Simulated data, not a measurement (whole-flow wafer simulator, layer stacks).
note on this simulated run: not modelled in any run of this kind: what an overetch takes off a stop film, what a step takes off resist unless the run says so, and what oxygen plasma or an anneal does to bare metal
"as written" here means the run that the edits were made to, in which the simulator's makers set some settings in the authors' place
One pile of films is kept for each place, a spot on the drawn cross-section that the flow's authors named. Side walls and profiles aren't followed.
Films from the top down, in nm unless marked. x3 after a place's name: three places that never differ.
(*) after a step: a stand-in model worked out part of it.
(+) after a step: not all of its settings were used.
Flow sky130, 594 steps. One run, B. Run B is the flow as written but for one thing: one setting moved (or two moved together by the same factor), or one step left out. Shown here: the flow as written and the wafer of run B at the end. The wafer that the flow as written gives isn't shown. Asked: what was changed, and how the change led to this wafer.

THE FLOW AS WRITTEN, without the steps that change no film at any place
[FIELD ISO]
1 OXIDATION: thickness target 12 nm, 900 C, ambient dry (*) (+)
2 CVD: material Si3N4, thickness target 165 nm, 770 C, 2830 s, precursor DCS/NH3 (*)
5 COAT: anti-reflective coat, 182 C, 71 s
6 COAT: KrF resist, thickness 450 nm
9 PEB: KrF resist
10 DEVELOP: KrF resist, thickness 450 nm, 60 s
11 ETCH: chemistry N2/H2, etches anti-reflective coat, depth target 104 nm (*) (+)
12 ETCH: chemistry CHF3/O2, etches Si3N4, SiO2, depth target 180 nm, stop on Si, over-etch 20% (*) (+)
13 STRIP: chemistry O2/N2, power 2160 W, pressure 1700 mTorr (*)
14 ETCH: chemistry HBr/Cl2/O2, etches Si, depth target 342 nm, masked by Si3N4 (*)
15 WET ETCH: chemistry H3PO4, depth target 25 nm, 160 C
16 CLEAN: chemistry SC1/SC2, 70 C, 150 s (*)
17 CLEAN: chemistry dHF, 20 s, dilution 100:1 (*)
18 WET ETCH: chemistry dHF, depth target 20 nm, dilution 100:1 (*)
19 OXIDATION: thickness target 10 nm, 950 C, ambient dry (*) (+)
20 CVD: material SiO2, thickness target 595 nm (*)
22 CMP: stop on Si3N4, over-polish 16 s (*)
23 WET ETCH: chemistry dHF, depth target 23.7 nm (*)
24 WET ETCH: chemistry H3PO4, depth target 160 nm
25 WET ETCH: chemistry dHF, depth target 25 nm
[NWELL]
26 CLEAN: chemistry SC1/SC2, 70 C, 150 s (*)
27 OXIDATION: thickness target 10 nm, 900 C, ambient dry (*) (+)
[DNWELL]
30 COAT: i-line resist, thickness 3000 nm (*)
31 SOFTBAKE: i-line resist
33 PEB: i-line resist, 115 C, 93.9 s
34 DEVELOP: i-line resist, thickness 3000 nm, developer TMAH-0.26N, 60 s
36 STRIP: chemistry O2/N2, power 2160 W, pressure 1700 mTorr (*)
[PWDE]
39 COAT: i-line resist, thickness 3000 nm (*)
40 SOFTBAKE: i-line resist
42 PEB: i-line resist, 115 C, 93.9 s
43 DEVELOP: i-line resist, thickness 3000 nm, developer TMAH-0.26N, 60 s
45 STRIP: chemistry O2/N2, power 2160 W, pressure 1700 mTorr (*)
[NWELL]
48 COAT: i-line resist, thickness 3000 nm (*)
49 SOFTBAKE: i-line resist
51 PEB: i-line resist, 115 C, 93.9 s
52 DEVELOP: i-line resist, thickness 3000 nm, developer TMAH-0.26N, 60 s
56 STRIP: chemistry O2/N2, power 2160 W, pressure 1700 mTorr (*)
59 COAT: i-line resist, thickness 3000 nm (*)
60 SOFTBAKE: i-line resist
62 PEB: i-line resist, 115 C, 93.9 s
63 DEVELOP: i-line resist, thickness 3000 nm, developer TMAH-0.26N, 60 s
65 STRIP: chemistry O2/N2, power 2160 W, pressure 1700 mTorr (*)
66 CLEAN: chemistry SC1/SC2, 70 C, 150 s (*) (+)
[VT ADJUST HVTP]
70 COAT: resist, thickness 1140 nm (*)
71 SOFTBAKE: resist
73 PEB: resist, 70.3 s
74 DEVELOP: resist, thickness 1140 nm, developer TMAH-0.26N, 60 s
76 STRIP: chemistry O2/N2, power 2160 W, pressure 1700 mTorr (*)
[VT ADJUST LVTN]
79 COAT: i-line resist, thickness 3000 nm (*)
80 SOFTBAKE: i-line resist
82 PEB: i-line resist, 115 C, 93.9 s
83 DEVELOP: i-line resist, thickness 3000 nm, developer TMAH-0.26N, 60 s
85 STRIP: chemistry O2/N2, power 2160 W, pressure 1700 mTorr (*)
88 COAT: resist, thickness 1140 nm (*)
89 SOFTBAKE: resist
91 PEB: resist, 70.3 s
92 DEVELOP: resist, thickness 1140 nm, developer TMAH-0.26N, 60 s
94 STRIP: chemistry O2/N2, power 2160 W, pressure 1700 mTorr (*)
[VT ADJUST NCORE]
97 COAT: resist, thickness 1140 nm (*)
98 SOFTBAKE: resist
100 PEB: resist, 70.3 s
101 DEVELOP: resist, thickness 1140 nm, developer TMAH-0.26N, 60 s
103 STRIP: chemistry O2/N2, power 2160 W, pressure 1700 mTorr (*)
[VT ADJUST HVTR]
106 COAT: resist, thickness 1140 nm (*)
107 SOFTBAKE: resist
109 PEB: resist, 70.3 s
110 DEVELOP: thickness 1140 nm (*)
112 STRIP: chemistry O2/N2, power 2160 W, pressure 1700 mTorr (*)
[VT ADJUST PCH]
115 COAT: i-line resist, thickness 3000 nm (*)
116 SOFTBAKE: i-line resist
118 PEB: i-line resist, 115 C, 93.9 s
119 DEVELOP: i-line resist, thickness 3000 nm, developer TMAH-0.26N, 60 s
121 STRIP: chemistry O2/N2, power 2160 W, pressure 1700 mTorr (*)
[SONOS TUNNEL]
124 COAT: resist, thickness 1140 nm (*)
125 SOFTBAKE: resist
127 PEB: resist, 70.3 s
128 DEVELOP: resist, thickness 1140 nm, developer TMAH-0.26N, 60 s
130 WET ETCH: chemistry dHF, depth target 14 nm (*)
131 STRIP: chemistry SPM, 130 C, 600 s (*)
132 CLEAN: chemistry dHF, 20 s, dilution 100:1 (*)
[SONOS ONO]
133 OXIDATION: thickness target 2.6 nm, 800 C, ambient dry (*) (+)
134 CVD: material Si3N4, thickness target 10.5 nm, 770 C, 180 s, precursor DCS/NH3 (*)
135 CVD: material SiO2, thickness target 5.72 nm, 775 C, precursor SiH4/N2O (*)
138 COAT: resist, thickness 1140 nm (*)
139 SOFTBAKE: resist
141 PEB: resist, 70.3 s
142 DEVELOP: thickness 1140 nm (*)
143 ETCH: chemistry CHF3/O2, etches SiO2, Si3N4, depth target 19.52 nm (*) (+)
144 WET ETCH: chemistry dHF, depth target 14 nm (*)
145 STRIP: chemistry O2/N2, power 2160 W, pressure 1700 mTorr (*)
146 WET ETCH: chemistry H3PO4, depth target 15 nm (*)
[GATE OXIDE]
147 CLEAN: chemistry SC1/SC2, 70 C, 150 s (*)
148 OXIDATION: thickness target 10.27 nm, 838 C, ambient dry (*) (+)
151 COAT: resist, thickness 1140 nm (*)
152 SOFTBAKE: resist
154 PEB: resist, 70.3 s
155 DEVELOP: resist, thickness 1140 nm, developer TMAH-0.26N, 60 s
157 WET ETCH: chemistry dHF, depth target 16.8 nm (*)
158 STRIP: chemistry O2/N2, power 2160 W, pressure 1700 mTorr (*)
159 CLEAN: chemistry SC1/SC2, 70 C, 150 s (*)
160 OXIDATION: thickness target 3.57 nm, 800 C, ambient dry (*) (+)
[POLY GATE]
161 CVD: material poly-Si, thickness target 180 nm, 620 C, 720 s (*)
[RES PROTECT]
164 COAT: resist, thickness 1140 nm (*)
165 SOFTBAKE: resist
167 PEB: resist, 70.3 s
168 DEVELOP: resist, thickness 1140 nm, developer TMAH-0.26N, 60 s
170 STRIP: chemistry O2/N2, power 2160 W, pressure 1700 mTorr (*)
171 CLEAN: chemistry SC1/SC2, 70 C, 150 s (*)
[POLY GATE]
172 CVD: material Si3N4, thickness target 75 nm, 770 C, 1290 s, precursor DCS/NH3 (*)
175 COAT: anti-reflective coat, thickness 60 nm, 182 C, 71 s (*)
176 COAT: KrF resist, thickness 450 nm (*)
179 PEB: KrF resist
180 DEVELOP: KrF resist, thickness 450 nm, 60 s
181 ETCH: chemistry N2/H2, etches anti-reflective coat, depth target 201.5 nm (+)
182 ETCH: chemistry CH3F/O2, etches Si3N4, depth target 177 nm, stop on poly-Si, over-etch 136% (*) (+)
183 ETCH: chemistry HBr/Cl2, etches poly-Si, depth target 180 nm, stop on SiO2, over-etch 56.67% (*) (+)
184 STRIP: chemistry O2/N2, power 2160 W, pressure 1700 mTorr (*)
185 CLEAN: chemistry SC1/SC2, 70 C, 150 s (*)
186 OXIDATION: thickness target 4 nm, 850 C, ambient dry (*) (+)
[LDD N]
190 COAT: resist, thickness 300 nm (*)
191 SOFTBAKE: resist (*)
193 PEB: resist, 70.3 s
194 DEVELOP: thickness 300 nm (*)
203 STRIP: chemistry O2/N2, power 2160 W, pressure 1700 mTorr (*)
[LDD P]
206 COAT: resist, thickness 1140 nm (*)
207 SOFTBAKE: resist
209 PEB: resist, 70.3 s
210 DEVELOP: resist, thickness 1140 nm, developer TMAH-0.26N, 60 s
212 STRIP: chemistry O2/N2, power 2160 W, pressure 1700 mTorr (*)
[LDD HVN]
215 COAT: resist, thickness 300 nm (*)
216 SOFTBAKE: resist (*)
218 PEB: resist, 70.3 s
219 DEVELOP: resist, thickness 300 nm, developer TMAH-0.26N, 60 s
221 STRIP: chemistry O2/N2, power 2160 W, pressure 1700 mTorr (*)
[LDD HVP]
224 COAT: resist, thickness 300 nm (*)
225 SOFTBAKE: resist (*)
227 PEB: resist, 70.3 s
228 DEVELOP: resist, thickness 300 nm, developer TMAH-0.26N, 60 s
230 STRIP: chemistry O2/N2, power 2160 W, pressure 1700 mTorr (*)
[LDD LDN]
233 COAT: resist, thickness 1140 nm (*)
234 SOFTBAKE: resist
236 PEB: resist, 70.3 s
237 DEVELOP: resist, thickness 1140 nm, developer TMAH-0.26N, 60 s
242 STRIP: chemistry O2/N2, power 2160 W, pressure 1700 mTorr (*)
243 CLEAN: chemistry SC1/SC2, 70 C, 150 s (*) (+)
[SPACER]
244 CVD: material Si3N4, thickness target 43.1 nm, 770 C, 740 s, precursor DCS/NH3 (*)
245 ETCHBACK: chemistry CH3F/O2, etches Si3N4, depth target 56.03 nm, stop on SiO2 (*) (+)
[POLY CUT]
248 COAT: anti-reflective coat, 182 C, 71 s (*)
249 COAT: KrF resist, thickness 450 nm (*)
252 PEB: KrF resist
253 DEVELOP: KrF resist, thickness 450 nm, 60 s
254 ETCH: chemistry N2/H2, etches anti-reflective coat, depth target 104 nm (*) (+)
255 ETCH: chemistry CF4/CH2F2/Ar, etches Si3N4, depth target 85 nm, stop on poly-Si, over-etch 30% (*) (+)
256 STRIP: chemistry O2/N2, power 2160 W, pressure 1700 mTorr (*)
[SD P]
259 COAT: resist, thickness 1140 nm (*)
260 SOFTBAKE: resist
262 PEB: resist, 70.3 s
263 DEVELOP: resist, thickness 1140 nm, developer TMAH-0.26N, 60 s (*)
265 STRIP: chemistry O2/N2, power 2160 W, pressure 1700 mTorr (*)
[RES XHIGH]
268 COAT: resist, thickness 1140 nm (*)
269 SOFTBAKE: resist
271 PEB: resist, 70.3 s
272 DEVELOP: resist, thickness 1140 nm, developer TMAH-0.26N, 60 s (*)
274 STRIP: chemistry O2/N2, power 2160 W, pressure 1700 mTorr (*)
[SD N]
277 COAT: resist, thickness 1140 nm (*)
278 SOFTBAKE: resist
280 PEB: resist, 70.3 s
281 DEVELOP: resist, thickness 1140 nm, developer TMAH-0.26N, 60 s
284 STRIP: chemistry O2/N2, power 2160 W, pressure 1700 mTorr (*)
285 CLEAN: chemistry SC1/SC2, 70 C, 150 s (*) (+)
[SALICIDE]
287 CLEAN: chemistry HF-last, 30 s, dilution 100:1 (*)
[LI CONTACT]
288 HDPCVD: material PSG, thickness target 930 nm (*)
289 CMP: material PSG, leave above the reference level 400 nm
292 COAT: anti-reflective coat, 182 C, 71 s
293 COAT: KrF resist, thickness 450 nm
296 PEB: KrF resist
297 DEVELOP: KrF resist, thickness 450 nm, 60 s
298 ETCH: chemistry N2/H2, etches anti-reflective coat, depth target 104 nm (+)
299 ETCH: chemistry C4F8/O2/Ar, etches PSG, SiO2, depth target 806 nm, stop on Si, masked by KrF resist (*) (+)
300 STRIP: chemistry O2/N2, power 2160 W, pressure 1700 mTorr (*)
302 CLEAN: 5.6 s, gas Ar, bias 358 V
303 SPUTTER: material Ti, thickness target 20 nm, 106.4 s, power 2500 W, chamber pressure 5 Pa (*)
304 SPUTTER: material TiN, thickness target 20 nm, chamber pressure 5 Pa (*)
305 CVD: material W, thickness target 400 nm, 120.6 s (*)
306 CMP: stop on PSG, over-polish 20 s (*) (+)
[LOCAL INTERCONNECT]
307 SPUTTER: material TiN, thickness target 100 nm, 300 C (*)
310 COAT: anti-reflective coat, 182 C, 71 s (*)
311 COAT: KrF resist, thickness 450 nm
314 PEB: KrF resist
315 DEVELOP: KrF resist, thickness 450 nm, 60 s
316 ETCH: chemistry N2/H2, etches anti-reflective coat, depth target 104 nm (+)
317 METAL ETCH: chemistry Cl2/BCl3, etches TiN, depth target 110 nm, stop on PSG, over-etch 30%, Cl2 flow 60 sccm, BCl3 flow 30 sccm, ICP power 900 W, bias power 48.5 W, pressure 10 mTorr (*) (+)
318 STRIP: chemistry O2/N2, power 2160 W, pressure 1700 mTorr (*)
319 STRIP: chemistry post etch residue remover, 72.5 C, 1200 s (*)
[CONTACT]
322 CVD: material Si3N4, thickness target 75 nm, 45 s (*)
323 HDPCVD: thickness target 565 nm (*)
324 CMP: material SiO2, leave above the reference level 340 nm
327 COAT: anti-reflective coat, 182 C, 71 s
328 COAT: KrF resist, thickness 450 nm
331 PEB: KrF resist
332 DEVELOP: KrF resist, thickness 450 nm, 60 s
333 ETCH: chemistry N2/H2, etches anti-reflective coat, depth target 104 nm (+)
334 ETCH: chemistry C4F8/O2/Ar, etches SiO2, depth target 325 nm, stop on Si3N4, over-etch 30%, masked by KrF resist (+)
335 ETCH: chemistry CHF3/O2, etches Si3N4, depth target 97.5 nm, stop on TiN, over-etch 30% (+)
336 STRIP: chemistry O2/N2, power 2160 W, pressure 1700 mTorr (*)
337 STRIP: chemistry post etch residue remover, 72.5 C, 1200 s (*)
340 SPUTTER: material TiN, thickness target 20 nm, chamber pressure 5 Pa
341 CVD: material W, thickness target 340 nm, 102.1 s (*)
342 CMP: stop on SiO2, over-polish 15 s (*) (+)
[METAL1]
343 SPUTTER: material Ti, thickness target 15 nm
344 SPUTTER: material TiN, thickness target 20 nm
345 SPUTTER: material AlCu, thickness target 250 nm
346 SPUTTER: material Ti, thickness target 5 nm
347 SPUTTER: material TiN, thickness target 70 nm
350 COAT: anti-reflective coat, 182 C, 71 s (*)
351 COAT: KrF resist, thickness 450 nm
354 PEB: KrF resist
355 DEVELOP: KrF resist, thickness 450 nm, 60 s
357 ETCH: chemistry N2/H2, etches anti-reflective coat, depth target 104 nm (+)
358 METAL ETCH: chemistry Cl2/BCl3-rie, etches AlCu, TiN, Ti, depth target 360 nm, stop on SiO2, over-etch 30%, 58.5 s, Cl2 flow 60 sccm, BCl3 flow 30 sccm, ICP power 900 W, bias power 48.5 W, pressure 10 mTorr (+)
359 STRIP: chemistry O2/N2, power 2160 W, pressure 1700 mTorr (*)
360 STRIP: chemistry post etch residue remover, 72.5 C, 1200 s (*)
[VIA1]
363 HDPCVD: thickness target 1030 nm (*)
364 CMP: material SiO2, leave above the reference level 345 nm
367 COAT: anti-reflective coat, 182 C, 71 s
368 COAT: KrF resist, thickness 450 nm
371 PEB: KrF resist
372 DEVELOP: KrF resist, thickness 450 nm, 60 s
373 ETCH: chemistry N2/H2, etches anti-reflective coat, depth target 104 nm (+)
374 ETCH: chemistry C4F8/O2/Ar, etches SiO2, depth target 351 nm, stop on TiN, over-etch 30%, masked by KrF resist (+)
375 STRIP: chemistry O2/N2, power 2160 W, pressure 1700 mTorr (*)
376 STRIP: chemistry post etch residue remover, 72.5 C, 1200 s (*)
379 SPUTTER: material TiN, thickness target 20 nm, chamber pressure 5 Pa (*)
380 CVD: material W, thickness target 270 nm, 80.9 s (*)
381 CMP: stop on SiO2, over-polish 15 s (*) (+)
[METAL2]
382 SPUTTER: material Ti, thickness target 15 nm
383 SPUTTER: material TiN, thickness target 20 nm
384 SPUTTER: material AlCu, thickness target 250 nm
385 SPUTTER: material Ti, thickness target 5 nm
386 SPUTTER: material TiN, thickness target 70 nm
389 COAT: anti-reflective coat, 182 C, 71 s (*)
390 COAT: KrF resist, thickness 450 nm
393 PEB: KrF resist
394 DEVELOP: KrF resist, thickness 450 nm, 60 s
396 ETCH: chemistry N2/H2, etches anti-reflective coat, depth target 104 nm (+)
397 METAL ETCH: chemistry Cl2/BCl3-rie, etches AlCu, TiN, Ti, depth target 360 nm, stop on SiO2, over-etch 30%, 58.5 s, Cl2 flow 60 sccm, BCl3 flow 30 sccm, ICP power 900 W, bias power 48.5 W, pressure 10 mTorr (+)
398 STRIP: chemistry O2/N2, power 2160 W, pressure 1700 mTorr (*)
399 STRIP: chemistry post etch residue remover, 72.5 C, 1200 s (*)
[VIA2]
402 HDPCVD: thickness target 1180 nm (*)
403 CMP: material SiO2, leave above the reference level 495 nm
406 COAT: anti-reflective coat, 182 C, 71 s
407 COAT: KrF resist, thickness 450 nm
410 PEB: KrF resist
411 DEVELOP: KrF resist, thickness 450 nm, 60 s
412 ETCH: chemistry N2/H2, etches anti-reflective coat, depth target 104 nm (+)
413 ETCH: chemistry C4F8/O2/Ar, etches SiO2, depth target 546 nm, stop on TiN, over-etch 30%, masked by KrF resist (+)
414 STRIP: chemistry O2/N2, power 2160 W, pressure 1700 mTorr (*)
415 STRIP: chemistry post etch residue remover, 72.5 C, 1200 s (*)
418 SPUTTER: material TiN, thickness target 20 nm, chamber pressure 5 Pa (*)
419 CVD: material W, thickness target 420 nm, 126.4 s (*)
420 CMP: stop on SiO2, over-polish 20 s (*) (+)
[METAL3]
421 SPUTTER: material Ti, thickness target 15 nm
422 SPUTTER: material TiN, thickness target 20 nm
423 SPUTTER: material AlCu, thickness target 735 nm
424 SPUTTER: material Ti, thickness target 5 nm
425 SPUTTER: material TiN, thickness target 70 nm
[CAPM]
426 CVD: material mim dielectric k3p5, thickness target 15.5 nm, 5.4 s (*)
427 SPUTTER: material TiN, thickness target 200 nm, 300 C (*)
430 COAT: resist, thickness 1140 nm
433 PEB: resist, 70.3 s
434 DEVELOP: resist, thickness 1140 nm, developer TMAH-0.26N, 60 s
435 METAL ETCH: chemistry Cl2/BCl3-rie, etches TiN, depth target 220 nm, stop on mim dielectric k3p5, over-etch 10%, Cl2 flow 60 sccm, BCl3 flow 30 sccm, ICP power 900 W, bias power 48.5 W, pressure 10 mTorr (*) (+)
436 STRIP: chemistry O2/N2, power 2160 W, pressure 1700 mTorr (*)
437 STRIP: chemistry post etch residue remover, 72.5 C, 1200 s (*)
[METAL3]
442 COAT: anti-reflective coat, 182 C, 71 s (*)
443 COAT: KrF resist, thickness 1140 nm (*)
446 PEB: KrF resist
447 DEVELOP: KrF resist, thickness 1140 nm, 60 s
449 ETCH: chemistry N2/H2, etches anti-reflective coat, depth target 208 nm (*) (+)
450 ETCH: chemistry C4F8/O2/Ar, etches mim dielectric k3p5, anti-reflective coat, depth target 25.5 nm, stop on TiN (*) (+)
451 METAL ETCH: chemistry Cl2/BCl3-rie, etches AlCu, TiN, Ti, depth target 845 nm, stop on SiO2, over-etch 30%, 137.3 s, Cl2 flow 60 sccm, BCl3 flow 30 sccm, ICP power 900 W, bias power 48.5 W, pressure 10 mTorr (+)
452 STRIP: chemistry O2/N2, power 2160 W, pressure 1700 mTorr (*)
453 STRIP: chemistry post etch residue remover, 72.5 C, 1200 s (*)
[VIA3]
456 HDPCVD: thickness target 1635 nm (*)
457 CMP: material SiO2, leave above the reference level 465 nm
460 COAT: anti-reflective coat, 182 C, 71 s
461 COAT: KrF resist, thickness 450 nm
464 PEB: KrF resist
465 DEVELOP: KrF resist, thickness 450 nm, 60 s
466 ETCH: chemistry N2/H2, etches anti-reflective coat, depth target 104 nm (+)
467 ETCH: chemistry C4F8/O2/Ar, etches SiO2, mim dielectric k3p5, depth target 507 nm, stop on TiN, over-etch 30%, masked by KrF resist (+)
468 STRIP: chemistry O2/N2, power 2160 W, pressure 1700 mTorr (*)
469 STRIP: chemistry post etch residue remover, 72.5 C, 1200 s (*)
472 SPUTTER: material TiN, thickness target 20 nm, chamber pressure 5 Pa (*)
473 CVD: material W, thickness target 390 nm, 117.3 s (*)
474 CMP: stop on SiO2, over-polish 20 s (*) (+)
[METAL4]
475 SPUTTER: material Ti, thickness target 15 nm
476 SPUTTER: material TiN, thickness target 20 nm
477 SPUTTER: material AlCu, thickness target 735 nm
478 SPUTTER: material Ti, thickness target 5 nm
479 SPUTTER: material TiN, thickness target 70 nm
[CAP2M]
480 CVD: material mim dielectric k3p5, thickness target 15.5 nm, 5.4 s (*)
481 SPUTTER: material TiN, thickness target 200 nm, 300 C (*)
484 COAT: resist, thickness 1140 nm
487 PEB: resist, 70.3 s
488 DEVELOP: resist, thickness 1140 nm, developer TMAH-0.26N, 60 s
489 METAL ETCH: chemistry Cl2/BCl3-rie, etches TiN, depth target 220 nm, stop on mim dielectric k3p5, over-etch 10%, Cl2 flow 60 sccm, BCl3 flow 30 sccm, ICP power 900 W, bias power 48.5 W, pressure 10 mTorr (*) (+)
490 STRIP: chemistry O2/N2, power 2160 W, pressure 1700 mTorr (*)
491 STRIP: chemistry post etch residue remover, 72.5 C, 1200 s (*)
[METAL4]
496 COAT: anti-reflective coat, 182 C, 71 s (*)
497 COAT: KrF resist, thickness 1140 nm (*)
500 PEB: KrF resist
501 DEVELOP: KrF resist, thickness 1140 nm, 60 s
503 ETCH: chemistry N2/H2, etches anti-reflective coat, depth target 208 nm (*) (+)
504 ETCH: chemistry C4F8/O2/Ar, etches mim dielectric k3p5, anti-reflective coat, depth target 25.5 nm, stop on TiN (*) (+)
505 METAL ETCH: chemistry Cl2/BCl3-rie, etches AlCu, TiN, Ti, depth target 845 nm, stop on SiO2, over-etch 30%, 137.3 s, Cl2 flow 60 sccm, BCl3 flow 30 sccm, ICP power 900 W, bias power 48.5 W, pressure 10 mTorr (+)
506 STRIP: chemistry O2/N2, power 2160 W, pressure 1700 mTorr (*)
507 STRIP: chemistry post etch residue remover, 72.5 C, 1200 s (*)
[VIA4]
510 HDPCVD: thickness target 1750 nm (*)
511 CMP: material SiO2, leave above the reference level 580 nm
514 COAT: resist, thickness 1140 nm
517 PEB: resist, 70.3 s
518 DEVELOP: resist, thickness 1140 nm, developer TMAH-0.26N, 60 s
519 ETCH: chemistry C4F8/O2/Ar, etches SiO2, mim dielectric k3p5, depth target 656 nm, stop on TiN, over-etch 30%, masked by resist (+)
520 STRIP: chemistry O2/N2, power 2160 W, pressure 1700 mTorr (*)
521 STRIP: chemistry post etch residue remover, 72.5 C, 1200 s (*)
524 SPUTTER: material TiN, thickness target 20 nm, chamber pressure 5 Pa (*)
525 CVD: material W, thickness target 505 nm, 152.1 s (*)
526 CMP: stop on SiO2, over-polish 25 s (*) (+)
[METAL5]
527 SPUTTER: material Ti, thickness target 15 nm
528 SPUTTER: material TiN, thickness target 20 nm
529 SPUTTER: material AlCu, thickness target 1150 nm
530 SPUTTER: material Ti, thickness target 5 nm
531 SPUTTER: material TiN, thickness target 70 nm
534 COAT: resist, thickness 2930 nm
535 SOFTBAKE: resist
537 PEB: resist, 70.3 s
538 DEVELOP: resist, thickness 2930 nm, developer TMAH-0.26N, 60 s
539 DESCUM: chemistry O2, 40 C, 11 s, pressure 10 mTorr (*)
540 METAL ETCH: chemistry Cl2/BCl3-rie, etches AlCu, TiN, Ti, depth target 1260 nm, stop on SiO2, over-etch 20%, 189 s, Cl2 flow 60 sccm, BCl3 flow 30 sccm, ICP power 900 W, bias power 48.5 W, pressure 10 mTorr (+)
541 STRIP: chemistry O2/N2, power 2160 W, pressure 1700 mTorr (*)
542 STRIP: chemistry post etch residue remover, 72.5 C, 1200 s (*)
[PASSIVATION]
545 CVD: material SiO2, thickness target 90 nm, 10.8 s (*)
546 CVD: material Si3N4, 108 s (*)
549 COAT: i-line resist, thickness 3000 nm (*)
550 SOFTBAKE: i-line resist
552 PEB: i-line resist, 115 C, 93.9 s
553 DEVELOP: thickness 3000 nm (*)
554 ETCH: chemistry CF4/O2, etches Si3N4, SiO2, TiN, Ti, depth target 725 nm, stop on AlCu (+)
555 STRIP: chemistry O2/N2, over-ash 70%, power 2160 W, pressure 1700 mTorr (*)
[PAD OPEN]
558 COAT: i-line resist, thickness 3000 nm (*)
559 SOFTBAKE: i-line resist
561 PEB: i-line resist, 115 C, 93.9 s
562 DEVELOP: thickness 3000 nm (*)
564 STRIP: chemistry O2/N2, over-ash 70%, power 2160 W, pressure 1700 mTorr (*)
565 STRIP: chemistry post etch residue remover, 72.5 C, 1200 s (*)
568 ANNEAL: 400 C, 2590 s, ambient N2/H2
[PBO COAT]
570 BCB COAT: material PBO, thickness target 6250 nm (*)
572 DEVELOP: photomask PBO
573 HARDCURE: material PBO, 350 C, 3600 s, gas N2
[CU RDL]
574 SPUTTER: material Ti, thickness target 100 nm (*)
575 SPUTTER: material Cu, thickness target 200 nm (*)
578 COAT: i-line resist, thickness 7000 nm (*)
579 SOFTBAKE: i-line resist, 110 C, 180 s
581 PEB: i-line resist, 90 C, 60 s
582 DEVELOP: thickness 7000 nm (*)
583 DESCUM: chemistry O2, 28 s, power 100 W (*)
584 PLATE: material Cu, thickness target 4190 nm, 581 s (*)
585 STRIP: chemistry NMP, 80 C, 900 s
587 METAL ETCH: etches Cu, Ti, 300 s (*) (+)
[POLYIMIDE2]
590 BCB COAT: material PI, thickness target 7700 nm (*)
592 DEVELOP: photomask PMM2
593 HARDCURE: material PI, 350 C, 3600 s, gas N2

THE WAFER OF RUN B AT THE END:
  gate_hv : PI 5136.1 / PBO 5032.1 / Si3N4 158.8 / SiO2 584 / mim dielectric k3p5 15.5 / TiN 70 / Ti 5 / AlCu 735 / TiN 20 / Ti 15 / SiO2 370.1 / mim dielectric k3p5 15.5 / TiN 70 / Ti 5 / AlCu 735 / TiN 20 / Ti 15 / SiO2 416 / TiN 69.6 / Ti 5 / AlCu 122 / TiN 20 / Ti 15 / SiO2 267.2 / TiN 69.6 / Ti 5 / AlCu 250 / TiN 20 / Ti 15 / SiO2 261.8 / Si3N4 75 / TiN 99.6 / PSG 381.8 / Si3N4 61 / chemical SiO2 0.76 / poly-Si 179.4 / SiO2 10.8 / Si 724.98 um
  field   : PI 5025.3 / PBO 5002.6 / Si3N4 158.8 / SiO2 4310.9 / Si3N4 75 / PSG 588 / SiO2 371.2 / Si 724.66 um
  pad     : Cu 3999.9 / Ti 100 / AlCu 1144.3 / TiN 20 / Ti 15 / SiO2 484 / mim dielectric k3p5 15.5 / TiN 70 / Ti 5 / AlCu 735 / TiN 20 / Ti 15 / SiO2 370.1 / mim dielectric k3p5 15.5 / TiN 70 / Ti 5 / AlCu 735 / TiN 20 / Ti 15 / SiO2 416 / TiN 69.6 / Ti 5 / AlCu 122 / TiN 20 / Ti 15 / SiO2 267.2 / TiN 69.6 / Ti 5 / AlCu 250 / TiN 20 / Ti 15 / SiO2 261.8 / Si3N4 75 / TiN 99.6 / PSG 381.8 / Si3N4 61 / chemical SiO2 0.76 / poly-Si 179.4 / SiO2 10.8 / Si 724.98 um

The cause: step 384, SPUTTER: thickness target 122 nm was run, where the flow has thickness target 250 nm.
It can be read off the wafer: gate_hv has AlCu 122, and step 384 as written asks for 250 nm.

How the change led to this, step by step:
  384 SPUTTER: material AlCu, thickness target 250 nm
      field, active, n_well and 188 more: AlCu +122 (new film) (as written it would be: AlCu +250 (new film))
  397 METAL ETCH: chemistry Cl2/BCl3-rie, etches AlCu, TiN, Ti, depth target 360 nm, stop on SiO2, over-etch 30%, 58.5 s, Cl2 flow 60 sccm, BCl3 flow 30 sccm, ICP power 900 W, bias power 48.5 W, pressure 10 mTorr (+)
      field, active, gate and 82 more: TiN -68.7 (all of it), Ti -5 (all of it), AlCu -122 (all of it), TiN -20 (all of it), Ti -15 (all of it), SiO2 -23.7 (as written it would be: TiN -68.7 (all of it), Ti -5 (all of it), AlCu -250 (all of it), TiN -20 (all of it), Ti -15 (all of it), SiO2 -10.9)
  403 CMP: material SiO2, leave above the reference level 495 nm
      field, active, gate and 82 more: SiO2 -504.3 (as written it would be: SiO2 -389.1)
